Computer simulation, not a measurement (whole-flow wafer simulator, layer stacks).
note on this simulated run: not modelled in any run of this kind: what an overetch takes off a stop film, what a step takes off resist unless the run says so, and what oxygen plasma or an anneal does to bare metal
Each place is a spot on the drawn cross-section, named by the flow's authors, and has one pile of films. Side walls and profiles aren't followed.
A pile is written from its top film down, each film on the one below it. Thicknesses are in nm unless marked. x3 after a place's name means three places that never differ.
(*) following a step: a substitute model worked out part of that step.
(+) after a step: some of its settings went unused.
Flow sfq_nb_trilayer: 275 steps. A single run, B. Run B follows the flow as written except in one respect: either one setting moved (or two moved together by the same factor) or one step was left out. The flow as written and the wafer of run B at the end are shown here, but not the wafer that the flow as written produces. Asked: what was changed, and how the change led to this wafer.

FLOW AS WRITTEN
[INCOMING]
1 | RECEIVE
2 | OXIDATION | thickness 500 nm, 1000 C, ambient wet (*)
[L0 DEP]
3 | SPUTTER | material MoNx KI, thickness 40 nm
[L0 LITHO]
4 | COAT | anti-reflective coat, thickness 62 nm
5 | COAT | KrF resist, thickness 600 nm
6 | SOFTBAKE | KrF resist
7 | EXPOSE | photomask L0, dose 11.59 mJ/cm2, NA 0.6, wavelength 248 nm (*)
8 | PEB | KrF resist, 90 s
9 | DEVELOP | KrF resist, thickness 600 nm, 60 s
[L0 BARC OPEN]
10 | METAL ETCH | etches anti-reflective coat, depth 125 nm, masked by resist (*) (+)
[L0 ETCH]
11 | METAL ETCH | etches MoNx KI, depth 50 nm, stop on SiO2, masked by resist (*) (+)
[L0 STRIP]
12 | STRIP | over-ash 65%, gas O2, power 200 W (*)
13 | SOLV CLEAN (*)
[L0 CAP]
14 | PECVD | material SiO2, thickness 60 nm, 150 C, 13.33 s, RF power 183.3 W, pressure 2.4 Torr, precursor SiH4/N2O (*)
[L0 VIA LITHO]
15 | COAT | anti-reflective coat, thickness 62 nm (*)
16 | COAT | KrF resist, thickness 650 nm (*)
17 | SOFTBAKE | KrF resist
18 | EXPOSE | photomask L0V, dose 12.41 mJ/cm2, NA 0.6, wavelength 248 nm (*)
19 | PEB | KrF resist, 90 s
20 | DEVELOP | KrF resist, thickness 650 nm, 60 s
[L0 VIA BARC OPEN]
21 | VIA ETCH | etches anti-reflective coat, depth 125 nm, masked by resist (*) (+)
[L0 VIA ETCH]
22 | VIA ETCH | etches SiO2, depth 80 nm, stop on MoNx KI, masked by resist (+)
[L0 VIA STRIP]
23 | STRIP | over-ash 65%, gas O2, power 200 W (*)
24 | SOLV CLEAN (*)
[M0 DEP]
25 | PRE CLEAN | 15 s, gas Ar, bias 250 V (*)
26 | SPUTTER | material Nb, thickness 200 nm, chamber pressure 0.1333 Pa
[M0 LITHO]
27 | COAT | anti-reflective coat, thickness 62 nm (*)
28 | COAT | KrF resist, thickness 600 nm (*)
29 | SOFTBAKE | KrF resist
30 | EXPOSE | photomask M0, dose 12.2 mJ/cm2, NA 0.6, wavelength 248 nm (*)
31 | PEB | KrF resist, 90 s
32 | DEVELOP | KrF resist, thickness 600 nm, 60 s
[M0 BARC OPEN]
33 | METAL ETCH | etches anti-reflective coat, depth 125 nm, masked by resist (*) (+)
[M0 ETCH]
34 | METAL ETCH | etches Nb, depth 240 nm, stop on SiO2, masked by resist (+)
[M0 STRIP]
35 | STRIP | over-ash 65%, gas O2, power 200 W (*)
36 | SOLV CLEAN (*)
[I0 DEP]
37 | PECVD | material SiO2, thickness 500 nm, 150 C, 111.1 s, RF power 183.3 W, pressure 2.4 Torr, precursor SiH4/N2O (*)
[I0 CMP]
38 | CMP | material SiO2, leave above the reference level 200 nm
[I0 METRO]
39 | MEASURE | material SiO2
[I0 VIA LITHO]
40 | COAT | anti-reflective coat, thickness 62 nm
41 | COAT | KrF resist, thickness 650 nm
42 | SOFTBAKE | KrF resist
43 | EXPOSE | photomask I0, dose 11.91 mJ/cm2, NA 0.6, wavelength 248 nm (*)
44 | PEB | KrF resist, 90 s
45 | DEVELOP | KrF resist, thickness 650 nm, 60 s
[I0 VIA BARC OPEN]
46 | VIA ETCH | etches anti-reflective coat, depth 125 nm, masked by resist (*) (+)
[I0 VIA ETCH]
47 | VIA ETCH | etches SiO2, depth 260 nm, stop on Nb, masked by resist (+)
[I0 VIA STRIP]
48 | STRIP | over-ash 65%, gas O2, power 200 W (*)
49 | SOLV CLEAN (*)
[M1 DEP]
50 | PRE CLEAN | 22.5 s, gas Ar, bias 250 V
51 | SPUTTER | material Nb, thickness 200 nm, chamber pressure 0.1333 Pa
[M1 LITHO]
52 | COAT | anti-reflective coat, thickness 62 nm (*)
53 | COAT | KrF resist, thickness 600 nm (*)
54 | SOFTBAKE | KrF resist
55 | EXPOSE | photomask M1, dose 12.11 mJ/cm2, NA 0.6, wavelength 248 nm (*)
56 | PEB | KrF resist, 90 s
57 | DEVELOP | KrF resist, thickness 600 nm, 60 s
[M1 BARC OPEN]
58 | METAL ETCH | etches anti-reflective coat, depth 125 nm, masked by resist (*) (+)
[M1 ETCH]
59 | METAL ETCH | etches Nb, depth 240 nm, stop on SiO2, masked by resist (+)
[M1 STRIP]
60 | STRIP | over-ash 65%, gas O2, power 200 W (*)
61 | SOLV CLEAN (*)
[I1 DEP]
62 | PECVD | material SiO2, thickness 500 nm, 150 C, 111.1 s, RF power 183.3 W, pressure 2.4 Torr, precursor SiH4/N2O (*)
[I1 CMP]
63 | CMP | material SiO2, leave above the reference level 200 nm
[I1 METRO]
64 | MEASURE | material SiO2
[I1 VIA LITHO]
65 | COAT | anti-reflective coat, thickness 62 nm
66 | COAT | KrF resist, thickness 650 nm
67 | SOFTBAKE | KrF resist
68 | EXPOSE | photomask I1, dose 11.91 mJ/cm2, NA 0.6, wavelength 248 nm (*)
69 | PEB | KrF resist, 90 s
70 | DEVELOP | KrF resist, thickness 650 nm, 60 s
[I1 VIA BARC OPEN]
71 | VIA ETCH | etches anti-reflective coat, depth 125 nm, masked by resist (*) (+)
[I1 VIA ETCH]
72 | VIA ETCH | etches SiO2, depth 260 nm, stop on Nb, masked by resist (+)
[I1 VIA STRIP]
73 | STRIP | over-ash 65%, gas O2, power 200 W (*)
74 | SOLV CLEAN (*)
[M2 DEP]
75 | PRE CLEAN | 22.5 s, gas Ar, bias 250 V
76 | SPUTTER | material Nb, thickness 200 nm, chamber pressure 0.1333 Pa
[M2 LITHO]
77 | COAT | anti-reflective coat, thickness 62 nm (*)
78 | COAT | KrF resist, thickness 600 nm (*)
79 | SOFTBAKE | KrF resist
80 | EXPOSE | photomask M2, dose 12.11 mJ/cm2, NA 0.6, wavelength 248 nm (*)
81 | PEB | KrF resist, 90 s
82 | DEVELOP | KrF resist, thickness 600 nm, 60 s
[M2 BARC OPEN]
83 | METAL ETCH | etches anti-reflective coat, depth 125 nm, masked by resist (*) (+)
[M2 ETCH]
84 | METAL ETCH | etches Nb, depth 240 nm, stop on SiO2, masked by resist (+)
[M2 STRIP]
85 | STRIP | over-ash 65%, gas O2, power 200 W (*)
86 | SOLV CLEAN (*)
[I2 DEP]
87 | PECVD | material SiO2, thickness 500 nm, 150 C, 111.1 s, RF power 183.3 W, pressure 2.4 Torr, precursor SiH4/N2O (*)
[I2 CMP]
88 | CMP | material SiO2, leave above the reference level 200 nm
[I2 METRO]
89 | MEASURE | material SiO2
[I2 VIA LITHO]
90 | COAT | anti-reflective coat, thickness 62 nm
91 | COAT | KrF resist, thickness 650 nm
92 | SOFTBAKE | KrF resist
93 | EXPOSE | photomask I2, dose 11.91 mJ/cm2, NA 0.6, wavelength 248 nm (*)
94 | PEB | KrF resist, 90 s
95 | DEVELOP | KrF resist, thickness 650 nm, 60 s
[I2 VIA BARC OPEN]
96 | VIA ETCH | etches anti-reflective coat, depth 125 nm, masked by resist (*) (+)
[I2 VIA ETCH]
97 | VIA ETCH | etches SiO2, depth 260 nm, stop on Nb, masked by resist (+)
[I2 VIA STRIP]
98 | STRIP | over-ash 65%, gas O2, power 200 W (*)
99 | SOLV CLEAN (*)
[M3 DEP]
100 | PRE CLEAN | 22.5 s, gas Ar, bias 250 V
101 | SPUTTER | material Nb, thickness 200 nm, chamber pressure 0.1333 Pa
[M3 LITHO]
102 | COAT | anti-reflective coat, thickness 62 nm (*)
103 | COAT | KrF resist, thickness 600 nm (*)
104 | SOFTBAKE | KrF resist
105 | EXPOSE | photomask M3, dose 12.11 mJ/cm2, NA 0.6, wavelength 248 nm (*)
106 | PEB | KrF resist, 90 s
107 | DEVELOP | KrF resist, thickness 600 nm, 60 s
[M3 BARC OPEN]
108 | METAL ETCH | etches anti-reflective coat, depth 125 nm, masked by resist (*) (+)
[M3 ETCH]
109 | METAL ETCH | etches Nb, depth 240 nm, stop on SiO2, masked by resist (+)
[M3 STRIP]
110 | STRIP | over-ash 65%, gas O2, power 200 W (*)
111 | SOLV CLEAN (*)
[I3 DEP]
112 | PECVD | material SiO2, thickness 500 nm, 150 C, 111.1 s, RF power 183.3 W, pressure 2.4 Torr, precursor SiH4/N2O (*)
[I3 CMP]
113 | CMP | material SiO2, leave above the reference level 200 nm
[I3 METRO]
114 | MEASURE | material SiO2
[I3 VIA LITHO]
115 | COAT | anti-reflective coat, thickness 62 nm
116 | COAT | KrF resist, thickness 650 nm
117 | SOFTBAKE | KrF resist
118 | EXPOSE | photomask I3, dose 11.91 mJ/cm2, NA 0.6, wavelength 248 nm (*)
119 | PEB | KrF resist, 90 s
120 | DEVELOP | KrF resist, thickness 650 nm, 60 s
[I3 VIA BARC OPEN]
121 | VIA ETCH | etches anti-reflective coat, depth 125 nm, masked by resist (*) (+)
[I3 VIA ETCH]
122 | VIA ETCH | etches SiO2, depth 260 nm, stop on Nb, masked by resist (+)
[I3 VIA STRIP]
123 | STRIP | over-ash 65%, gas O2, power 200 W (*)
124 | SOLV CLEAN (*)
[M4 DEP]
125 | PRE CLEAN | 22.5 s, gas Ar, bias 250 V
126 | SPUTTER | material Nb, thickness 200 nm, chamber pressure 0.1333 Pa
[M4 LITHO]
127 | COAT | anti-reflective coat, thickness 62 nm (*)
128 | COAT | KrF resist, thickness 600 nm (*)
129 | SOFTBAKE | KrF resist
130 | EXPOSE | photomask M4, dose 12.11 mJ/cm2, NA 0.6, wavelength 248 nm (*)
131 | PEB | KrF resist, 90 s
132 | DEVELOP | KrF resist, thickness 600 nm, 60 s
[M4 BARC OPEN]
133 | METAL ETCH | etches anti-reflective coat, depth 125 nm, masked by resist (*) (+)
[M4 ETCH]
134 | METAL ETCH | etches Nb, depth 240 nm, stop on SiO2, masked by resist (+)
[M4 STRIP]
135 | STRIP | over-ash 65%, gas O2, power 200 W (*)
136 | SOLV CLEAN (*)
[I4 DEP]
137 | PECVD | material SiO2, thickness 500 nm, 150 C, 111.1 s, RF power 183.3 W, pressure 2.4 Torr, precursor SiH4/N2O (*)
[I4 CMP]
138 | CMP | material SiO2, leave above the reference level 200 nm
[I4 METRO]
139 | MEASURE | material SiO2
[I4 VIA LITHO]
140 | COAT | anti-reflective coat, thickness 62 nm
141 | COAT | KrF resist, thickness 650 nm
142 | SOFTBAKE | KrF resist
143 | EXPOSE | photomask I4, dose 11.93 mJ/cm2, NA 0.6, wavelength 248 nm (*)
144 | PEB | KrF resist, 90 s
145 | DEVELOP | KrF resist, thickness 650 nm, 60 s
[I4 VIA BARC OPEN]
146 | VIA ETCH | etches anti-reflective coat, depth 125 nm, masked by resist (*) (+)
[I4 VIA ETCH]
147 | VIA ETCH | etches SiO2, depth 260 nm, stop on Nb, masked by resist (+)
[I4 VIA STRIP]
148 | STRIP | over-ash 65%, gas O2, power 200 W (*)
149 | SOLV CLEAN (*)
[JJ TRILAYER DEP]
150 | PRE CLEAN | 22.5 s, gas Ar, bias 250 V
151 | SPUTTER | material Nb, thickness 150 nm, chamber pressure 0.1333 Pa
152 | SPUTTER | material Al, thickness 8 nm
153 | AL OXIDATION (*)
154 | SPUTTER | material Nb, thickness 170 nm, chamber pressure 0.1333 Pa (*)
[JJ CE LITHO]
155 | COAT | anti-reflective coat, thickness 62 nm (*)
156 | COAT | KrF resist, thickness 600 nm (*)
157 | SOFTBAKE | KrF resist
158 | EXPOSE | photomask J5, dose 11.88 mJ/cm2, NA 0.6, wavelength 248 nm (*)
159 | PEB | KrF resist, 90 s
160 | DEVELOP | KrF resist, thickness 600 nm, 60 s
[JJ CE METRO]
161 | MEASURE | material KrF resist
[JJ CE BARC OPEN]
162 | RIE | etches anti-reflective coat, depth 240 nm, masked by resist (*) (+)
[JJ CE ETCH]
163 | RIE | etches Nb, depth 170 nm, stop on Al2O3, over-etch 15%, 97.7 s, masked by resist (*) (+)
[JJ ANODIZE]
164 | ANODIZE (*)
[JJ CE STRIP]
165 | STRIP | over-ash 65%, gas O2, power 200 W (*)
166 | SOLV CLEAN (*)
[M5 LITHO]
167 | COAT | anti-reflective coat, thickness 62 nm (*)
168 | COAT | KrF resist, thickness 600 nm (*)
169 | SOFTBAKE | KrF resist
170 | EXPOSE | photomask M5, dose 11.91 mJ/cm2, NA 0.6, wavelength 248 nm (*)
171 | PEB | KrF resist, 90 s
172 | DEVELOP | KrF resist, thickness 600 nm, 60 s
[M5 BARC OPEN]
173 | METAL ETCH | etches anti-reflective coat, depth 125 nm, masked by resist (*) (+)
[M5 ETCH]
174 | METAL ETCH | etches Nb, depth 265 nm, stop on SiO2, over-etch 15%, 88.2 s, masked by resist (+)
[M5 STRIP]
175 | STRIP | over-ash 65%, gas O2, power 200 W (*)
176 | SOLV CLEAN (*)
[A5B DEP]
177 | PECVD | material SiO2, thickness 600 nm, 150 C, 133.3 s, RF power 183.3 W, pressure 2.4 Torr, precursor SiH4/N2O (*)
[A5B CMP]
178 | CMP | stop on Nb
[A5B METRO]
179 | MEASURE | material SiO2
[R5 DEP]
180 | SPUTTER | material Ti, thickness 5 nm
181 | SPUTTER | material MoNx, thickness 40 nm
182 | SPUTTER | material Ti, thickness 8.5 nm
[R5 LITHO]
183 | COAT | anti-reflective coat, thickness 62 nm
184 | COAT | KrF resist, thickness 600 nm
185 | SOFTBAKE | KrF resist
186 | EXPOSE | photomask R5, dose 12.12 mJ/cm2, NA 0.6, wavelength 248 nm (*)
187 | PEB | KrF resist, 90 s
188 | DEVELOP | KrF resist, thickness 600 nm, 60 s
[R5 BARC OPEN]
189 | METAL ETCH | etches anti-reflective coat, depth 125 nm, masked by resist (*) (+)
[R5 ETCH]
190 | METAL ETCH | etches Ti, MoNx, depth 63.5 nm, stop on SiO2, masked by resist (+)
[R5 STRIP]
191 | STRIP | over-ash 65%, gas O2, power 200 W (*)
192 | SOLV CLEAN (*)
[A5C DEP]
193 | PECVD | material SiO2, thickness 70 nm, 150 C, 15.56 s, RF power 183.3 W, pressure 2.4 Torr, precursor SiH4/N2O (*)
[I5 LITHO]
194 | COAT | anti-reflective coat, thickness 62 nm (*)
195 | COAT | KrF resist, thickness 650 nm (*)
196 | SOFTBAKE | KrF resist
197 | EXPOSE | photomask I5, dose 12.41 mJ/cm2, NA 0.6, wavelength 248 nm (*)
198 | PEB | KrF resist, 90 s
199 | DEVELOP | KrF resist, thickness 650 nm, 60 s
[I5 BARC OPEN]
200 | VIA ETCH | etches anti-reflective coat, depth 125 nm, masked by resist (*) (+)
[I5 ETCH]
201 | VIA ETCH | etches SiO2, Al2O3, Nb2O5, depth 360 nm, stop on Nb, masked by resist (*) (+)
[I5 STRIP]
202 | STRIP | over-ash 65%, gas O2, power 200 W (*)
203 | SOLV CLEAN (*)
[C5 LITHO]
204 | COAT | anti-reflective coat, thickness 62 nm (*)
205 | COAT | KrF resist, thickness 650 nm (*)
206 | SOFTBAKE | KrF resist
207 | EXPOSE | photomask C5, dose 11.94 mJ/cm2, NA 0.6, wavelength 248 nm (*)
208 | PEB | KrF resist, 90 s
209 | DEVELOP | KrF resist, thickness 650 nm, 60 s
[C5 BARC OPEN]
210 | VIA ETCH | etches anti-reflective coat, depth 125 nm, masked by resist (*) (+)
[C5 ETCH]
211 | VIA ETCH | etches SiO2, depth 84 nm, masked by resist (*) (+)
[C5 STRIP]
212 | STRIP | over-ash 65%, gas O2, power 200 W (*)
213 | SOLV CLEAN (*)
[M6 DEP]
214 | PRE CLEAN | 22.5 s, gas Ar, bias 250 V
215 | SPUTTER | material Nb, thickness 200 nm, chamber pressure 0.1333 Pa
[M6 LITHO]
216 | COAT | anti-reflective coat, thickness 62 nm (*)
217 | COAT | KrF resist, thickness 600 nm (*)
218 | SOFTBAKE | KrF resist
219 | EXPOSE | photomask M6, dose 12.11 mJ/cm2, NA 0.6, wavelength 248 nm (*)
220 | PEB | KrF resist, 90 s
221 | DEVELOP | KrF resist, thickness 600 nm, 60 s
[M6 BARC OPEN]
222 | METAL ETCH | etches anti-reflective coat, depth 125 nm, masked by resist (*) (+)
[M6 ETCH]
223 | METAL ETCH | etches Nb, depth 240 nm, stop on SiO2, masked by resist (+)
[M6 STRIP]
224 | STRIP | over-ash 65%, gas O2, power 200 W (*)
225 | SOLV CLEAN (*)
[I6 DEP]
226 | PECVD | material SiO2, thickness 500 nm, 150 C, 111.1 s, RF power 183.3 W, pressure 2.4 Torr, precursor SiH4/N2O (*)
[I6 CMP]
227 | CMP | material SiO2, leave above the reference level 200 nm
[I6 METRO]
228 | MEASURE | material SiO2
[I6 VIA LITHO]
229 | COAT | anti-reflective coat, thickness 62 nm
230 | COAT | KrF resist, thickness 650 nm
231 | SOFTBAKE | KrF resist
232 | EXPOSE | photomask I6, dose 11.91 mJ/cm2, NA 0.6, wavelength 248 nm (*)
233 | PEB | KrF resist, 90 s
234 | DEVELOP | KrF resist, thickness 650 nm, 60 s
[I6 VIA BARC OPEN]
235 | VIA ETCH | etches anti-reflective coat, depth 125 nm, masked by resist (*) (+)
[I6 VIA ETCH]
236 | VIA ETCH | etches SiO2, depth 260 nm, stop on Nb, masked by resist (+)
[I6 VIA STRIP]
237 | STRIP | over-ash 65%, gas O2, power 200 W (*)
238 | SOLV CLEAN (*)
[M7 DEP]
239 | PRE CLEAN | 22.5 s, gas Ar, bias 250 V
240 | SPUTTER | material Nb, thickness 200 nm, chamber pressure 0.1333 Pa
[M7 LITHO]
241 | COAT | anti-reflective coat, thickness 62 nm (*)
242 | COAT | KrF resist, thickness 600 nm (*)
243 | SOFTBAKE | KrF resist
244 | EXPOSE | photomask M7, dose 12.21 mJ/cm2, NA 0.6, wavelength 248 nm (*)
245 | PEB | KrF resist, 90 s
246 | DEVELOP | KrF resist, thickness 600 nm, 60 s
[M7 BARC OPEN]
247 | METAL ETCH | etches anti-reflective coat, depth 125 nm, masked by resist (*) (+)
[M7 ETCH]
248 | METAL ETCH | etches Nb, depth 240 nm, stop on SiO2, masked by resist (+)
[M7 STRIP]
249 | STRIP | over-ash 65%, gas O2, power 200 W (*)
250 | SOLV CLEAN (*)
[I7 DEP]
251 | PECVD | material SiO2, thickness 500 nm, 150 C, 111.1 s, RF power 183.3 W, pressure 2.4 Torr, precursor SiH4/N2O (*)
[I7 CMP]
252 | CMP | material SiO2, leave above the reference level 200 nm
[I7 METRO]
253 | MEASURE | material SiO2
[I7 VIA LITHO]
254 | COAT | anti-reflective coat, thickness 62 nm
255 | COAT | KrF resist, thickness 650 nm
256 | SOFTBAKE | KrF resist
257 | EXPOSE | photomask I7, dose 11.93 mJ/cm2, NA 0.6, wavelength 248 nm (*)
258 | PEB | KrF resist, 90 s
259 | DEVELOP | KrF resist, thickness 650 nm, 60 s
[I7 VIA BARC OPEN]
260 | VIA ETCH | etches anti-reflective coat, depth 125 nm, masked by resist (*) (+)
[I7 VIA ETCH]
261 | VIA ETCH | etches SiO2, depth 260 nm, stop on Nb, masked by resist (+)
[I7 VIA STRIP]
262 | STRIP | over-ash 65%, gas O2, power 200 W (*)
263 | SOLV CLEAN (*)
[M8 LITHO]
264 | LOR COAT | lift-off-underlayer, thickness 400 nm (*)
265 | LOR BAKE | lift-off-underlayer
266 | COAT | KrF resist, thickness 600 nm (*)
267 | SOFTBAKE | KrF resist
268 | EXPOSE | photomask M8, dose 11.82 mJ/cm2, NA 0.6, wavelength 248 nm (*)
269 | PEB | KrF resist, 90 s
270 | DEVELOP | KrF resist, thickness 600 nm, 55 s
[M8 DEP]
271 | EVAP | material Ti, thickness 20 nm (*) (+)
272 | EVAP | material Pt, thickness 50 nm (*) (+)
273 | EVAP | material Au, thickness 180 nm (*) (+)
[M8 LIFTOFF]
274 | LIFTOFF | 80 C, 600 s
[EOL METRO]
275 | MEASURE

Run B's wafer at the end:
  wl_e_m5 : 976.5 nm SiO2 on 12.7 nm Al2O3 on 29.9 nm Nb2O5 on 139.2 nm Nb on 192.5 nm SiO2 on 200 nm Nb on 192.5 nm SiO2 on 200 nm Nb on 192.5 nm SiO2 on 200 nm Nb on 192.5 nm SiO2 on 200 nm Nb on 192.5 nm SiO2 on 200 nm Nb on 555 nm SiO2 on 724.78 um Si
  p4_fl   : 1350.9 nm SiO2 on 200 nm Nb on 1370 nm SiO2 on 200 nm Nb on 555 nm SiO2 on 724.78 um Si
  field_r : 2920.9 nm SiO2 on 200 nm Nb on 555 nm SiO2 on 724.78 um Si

What caused this: step 227, CMP: leave above the reference level 175 nm was run, whereas the flow has leave above the reference level 200 nm.

The path from the change to this, step by step:
  227 | CMP | material SiO2, leave above the reference level 200 nm
      field_l, p4_fl, p4_fm and 59 more: SiO2 loses 125 (as written it would have been: SiO2 loses 100)
      v_sur, via_wl, via_w and 15 more: SiO2 loses 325 (as written it would have been: SiO2 loses 300)
      (as well as at 26 more places)
  236 | VIA ETCH | etches SiO2, depth 260 nm, stop on Nb, masked by resist (+)
      via_v: SiO2 loses 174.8 (all of it) (as written it would have been: SiO2 loses 199.8 (all of it))
  240 | SPUTTER | material Nb, thickness 200 nm, chamber pressure 0.1333 Pa
      via_v: Nb gains 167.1 (as written it would have been: Nb gains 161.1)
  241 | COAT | anti-reflective coat, thickness 62 nm (*)
      via_v: anti-reflective coat gains 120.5 (new film) (as written it would have been: anti-reflective coat gains 126 (new film))
  242 | COAT | KrF resist, thickness 600 nm (*)
      via_v: KrF resist gains 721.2 (new film) (as written it would have been: KrF resist gains 742.5 (new film))
  249 | STRIP | over-ash 65%, gas O2, power 200 W (*)
      via_v: KrF resist loses 503.3 (all of it), anti-reflective coat loses 120.5 (all of it) (as written it would have been: KrF resist loses 524.5 (all of it), anti-reflective coat loses 126 (all of it))
  251 | PECVD | material SiO2, thickness 500 nm, 150 C, 111.1 s, RF power 183.3 W, pressure 2.4 Torr, precursor SiH4/N2O (*)
      via_v: SiO2 gains 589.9 (new film) (as written it would have been: SiO2 gains 621 (new film))
